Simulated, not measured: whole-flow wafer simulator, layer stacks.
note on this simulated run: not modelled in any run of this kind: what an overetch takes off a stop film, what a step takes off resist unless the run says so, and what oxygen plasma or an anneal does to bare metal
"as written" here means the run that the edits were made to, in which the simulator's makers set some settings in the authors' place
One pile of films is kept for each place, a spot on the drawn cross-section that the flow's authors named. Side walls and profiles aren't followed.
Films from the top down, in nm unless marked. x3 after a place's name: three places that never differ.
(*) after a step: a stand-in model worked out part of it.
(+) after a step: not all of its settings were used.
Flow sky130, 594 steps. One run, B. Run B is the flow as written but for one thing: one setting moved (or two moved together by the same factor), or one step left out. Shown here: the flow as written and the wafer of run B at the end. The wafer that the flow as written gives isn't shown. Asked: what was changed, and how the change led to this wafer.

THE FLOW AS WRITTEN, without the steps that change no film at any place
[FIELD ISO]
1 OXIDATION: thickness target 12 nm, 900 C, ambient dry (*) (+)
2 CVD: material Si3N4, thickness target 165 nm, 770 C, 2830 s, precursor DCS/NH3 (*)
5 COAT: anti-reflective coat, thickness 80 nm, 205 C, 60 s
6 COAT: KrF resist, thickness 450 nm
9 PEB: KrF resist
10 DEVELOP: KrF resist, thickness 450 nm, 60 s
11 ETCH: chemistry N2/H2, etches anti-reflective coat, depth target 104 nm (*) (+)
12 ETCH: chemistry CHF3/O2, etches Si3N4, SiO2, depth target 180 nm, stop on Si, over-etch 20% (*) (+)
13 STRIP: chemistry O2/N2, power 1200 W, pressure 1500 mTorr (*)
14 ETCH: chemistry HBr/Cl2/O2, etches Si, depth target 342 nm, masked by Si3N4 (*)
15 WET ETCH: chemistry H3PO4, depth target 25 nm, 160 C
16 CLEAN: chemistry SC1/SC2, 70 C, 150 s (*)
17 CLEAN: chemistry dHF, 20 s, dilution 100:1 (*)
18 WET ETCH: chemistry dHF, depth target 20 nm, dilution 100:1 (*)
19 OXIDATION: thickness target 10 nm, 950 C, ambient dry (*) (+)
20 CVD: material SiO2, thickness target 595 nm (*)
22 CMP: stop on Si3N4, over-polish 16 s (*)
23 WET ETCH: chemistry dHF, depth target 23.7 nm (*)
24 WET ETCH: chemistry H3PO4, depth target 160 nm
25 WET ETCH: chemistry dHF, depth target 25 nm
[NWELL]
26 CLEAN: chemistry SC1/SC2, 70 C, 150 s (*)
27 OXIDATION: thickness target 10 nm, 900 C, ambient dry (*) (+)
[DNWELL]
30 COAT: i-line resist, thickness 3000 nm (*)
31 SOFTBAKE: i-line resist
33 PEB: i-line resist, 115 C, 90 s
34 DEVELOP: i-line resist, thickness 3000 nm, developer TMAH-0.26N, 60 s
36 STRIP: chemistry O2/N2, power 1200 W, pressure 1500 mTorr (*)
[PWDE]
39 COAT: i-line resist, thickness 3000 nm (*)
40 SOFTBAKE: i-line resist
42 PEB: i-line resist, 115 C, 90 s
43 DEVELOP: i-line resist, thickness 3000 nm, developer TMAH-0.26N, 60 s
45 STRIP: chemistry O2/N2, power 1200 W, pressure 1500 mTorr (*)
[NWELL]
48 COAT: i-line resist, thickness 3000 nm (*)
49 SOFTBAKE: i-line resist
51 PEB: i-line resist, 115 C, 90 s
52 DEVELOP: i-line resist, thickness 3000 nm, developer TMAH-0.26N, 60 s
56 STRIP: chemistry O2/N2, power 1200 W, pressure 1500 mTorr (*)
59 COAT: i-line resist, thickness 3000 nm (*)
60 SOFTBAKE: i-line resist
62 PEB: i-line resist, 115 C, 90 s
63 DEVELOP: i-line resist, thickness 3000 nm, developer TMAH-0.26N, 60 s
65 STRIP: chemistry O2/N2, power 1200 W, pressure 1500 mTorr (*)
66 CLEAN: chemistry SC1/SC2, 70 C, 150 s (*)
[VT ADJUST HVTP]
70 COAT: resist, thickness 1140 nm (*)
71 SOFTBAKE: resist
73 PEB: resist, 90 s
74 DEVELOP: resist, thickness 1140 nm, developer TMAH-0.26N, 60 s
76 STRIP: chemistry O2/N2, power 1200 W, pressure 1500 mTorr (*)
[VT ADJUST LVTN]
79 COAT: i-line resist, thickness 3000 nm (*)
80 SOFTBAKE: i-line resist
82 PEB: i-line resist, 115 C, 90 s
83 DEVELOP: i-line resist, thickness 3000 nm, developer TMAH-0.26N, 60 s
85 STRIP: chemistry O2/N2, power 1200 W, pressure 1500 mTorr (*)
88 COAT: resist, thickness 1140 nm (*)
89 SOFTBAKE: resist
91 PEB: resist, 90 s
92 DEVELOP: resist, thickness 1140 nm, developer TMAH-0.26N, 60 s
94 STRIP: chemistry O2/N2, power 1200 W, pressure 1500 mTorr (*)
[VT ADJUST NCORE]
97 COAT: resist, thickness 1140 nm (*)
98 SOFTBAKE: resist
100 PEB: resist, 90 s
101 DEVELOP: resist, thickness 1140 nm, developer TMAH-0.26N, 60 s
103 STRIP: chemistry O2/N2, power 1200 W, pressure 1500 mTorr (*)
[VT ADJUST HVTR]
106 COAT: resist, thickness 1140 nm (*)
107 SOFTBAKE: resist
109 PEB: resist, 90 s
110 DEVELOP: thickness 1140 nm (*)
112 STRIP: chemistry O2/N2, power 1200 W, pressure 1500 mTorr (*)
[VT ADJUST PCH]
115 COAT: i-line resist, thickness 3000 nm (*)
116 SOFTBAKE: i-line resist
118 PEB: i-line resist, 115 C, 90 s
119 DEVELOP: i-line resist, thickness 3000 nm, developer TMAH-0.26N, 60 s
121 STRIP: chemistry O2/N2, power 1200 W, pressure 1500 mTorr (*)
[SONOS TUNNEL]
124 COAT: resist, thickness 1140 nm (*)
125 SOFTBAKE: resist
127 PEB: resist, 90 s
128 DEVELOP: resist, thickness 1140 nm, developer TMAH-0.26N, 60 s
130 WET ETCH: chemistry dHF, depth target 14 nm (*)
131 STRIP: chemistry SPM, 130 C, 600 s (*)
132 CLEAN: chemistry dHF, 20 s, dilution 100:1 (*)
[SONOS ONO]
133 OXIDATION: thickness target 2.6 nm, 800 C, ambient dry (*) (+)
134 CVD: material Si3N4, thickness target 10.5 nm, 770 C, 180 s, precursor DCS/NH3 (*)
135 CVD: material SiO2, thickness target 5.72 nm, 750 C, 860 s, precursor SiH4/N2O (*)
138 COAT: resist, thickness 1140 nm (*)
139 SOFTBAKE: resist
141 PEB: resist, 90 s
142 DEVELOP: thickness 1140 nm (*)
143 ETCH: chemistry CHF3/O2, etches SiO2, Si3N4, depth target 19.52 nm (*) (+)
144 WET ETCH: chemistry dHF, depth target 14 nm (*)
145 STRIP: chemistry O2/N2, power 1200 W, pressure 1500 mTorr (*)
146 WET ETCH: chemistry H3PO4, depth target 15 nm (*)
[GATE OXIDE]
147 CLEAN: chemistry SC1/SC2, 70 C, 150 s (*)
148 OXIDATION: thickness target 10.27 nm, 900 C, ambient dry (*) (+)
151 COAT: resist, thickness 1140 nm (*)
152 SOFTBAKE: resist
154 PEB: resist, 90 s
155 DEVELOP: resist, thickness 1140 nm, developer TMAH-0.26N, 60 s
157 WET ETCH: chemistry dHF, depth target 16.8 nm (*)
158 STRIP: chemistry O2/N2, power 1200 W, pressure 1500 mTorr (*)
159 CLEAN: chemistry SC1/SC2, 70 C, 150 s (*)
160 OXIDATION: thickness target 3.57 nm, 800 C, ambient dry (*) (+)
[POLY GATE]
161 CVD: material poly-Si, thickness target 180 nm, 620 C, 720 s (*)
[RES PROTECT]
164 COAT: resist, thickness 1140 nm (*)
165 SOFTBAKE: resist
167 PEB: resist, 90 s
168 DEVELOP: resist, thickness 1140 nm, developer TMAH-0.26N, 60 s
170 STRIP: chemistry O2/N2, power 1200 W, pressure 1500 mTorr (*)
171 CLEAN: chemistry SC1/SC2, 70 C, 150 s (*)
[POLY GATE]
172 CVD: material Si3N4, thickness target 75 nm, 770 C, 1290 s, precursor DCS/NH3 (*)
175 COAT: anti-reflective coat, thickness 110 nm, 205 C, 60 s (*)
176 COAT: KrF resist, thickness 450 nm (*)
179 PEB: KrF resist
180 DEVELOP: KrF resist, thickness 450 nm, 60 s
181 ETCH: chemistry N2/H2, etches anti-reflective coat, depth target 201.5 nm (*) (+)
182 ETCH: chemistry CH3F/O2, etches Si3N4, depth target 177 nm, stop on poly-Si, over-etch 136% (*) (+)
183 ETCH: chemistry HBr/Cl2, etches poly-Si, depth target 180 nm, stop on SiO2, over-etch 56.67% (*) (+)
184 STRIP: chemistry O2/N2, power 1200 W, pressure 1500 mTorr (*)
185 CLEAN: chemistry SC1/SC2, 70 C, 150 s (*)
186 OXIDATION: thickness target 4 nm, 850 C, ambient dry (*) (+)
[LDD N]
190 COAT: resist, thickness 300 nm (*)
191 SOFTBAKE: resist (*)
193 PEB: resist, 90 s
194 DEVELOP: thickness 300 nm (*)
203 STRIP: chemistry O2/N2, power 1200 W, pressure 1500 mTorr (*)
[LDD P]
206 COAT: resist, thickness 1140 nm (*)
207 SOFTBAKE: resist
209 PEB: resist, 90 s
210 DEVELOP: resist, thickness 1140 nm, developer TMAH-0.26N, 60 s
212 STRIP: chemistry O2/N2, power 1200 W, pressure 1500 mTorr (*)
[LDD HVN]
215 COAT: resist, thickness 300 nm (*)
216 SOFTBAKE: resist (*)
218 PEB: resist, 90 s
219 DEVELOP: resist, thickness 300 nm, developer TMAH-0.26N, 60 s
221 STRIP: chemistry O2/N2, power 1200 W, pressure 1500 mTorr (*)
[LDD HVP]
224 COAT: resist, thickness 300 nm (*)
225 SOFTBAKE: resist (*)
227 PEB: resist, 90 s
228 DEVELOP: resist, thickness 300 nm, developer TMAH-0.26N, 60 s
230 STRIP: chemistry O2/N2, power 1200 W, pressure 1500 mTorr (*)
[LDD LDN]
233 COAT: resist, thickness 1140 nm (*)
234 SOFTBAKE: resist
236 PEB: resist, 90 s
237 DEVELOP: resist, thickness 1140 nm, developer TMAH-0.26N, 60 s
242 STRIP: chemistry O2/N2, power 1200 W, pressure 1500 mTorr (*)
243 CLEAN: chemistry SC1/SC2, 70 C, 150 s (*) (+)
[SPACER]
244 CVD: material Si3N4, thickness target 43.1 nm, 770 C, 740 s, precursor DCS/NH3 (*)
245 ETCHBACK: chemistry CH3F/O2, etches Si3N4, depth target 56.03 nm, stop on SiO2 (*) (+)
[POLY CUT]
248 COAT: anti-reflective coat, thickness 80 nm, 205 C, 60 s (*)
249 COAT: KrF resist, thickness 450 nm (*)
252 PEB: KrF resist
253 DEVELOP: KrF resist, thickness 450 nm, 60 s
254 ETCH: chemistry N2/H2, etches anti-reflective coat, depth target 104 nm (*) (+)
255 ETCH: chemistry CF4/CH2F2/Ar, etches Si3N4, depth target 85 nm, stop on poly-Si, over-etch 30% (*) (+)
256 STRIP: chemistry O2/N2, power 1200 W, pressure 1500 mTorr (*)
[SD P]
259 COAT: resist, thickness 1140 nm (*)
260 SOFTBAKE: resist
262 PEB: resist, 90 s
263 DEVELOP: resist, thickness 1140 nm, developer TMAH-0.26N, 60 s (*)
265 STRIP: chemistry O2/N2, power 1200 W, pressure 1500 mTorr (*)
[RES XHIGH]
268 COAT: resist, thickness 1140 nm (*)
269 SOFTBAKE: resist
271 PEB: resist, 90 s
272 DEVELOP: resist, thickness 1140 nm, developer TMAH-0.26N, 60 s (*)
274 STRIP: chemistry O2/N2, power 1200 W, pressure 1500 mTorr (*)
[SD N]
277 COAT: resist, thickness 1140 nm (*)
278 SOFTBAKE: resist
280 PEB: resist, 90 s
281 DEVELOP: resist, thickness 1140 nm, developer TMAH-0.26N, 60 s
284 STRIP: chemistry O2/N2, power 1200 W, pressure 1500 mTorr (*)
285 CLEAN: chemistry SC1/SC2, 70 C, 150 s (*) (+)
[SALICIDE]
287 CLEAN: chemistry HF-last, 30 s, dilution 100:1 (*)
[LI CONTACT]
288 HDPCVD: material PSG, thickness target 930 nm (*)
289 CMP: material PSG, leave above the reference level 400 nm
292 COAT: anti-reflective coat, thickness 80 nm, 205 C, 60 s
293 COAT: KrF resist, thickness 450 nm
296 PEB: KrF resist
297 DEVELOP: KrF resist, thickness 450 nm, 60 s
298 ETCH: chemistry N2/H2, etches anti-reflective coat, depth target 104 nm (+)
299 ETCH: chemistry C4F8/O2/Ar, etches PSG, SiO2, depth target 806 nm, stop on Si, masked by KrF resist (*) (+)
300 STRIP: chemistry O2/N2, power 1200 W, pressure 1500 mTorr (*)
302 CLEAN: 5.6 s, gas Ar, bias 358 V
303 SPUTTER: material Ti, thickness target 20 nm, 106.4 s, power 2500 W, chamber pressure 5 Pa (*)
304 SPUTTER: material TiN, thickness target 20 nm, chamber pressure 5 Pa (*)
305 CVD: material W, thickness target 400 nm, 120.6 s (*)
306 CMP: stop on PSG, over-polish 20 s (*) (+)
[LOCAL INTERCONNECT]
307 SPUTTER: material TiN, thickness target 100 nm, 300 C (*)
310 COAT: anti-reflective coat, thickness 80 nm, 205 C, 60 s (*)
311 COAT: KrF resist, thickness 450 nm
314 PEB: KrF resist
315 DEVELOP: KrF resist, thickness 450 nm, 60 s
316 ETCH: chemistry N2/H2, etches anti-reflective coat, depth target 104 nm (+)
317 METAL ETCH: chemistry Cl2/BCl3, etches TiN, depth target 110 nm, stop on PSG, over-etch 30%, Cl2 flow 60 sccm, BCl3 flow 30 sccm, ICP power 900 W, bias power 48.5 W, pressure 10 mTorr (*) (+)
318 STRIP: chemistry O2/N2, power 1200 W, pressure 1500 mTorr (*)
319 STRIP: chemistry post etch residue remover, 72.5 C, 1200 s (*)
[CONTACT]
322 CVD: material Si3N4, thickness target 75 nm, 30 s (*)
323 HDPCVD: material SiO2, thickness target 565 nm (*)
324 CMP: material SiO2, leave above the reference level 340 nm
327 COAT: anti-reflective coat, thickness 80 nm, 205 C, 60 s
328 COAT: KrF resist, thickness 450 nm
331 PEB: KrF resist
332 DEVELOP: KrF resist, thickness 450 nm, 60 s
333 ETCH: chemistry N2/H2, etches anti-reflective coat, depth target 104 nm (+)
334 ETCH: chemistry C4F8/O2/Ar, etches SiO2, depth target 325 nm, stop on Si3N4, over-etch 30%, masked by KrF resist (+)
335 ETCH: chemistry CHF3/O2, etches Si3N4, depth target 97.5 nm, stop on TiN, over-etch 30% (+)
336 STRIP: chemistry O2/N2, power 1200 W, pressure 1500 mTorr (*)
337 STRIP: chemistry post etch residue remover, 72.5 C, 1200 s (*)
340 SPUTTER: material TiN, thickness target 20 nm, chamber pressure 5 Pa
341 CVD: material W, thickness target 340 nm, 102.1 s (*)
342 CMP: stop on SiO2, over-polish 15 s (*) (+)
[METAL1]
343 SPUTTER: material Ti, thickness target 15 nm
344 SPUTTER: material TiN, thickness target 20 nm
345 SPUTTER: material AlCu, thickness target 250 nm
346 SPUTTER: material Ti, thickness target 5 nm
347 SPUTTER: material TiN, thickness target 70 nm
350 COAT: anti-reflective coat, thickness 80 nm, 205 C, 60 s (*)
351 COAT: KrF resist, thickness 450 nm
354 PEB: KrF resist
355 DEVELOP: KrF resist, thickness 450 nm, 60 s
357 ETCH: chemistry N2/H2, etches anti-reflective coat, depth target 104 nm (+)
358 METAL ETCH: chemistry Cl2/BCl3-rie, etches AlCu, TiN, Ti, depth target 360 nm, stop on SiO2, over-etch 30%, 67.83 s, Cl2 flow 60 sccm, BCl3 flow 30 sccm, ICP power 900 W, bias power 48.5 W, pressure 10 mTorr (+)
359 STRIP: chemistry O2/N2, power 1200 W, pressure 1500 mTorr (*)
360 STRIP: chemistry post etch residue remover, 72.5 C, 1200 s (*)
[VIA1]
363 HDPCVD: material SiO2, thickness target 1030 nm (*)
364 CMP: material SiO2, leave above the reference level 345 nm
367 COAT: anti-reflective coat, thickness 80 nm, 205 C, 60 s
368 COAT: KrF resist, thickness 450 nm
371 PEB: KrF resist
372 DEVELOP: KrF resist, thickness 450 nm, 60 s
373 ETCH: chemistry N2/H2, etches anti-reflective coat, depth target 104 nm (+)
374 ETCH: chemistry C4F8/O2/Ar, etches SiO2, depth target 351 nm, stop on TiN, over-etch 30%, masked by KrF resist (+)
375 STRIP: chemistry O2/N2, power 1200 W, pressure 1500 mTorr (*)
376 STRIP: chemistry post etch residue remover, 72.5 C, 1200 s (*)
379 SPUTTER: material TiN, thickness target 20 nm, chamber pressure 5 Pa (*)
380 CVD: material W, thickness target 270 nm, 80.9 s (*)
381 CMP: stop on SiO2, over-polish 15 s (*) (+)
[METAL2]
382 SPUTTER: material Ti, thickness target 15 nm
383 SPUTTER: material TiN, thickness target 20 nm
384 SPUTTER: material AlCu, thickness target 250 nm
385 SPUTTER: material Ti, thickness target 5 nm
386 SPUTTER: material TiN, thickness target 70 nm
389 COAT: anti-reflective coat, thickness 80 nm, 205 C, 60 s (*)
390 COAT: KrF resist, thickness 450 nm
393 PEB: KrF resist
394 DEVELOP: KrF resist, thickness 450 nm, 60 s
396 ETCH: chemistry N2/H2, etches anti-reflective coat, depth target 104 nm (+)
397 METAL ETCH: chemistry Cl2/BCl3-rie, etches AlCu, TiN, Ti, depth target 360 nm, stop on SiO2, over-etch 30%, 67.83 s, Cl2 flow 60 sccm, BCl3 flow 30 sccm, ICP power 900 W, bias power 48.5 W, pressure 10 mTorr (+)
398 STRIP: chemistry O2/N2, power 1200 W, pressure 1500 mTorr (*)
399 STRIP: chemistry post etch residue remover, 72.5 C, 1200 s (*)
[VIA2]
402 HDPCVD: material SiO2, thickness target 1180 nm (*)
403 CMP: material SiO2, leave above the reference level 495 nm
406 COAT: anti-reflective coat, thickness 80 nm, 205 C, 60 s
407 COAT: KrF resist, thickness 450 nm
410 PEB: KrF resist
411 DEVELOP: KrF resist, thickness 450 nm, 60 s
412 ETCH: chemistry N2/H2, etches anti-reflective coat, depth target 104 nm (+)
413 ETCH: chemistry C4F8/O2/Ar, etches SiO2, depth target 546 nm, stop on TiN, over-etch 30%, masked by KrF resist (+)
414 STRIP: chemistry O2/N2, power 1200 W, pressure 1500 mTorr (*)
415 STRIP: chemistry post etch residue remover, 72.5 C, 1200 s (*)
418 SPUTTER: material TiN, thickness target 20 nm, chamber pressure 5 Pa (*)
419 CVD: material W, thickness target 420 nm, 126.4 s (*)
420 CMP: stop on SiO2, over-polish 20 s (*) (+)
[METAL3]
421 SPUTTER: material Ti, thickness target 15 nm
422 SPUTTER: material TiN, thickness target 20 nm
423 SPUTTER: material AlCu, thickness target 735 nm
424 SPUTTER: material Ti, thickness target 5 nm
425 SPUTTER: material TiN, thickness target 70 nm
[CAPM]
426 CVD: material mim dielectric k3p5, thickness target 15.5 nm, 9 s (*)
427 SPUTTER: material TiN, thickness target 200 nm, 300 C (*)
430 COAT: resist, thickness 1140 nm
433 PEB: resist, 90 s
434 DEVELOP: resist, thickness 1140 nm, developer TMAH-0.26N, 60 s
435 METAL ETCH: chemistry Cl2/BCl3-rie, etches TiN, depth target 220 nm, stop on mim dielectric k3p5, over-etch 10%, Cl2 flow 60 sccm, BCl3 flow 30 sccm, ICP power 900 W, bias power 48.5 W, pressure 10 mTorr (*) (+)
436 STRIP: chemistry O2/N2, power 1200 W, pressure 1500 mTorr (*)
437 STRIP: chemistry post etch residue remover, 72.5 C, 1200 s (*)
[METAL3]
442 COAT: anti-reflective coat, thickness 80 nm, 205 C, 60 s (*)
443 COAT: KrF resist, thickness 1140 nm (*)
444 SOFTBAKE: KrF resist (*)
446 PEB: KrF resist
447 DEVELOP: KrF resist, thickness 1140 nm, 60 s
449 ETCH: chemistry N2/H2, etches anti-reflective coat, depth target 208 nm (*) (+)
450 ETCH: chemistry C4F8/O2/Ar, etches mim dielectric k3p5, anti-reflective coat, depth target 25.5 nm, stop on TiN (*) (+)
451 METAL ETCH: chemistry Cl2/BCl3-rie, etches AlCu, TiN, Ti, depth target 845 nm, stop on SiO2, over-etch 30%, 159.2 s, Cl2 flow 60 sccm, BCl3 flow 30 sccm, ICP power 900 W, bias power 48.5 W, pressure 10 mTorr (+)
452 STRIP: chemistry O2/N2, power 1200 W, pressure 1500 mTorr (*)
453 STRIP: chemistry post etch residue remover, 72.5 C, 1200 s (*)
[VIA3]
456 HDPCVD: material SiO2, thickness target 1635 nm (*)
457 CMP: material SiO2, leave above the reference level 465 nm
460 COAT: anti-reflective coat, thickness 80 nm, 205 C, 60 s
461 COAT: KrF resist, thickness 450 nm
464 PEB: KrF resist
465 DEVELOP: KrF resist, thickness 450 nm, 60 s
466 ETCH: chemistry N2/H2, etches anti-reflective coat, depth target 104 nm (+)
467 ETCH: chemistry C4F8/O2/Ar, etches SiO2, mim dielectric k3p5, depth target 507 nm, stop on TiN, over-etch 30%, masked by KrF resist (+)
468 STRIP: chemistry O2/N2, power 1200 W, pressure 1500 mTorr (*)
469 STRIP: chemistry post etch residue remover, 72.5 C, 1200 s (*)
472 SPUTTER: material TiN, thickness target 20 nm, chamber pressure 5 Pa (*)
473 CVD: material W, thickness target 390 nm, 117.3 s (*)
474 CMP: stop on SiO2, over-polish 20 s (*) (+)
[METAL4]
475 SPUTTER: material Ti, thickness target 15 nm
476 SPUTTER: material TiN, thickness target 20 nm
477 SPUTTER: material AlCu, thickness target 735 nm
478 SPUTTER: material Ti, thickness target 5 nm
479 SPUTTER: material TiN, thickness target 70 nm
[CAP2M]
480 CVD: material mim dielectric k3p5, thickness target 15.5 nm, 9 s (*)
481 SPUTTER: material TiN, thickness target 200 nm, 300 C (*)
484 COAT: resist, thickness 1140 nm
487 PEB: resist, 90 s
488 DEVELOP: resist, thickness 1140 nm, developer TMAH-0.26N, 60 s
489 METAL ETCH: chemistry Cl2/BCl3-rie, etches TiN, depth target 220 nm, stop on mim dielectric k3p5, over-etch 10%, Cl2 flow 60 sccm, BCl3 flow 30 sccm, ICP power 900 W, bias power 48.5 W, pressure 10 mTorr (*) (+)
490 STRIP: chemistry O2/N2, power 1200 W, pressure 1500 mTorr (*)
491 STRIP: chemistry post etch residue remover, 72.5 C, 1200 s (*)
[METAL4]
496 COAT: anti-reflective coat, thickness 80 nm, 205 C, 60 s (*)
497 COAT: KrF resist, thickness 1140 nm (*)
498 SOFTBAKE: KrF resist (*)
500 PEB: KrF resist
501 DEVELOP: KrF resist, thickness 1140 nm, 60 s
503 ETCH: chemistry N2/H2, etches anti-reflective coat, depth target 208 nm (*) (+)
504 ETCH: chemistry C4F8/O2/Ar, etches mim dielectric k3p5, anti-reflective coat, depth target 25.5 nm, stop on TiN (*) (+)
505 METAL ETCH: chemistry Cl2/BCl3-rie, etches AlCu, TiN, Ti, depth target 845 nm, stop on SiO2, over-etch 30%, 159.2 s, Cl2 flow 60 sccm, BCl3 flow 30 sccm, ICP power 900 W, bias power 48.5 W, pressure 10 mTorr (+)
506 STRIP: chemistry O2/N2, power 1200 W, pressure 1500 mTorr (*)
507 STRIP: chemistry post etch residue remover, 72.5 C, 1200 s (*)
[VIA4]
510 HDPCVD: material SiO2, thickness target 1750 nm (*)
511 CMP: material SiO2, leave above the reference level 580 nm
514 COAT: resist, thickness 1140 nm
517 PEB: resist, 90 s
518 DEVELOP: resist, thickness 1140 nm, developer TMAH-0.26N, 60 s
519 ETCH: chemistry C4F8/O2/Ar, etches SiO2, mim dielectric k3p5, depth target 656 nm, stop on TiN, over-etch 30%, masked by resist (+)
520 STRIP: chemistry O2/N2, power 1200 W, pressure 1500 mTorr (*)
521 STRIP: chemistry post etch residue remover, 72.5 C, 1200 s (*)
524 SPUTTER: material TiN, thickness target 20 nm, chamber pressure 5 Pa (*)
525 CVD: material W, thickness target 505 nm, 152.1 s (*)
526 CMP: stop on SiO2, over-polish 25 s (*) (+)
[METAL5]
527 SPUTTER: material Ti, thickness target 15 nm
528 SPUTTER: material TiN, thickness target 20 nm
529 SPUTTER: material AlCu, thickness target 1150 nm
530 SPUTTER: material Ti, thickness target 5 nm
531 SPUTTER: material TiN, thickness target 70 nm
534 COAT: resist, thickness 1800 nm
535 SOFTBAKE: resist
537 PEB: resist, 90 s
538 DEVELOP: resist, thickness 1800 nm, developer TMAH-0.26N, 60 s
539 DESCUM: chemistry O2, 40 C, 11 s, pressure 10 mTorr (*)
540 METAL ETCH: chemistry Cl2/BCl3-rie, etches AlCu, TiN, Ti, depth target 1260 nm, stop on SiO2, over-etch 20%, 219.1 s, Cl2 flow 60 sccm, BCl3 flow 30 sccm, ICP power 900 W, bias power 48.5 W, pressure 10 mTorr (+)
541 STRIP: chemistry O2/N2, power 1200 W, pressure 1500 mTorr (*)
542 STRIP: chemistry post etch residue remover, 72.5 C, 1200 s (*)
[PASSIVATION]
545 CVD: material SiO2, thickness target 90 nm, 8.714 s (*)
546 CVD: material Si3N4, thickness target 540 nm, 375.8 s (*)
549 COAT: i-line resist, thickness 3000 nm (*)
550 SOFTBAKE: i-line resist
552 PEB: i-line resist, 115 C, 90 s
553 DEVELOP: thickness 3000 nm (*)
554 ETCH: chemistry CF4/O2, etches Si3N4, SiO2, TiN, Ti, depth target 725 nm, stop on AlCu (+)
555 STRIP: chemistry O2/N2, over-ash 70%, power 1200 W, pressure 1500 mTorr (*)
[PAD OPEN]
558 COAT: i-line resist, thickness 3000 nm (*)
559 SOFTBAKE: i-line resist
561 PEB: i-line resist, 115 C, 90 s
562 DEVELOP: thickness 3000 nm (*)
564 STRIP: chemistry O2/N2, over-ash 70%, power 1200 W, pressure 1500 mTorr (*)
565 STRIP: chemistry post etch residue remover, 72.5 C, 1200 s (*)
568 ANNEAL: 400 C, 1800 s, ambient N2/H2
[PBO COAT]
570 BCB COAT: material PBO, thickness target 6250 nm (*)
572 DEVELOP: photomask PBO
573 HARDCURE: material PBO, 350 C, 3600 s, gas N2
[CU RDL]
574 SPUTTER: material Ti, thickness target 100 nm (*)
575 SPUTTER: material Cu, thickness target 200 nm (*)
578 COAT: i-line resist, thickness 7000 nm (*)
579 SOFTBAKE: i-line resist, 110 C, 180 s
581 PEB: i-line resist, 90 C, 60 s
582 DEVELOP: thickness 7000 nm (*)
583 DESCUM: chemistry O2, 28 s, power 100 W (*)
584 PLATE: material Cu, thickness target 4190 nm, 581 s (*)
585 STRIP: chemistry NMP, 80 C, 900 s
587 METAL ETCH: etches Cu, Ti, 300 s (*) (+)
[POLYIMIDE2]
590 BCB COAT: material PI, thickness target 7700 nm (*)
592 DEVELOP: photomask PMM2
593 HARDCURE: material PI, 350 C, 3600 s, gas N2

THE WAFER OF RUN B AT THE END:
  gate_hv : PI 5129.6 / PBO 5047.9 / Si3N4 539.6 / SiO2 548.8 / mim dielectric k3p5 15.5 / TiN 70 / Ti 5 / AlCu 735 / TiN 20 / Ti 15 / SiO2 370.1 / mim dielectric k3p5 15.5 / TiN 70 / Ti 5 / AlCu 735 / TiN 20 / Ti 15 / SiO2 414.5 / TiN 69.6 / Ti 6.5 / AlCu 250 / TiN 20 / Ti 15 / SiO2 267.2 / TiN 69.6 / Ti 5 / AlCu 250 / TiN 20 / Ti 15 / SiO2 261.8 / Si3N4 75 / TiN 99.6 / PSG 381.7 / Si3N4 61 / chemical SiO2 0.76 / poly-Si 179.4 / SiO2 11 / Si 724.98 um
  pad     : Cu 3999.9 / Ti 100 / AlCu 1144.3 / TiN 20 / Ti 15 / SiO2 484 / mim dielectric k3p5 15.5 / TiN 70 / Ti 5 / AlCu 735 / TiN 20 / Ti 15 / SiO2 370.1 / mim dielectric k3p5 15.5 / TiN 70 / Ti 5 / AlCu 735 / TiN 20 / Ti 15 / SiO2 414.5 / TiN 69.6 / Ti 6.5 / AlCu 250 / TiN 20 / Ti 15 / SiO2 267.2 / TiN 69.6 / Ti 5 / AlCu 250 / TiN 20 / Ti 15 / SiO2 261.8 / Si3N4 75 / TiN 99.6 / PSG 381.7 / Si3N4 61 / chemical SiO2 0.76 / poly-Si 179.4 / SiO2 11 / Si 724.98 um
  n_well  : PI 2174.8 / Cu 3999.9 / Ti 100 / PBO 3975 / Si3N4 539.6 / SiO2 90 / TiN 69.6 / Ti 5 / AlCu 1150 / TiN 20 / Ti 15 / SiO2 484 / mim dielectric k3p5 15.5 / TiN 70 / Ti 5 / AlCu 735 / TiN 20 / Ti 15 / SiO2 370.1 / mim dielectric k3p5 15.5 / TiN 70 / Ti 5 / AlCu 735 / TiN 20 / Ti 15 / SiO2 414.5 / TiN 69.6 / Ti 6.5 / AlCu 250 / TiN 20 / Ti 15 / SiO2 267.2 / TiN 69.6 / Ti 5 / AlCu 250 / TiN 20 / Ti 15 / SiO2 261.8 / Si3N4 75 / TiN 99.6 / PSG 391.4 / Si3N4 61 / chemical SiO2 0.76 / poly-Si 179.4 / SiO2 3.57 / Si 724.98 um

The cause: step 385, SPUTTER: thickness target 6.5 nm was run, where the flow has thickness target 5 nm.
It can be read off the wafer: gate_hv has Ti 6.5, and step 385 as written asks for 5 nm.

How the change led to this, step by step:
  385 SPUTTER: material Ti, thickness target 5 nm
      field, active, n_well and 188 more: Ti +6.5 (new film) (as written it would be: Ti +5 (new film))
  397 METAL ETCH: chemistry Cl2/BCl3-rie, etches AlCu, TiN, Ti, depth target 360 nm, stop on SiO2, over-etch 30%, 67.83 s, Cl2 flow 60 sccm, BCl3 flow 30 sccm, ICP power 900 W, bias power 48.5 W, pressure 10 mTorr (+)
      field, active, gate and 82 more: TiN -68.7 (all of it), Ti -6.5 (all of it), AlCu -250 (all of it), TiN -20 (all of it), Ti -15 (all of it), SiO2 -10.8 (as written it would be: TiN -68.7 (all of it), Ti -5 (all of it), AlCu -250 (all of it), TiN -20 (all of it), Ti -15 (all of it), SiO2 -10.9)
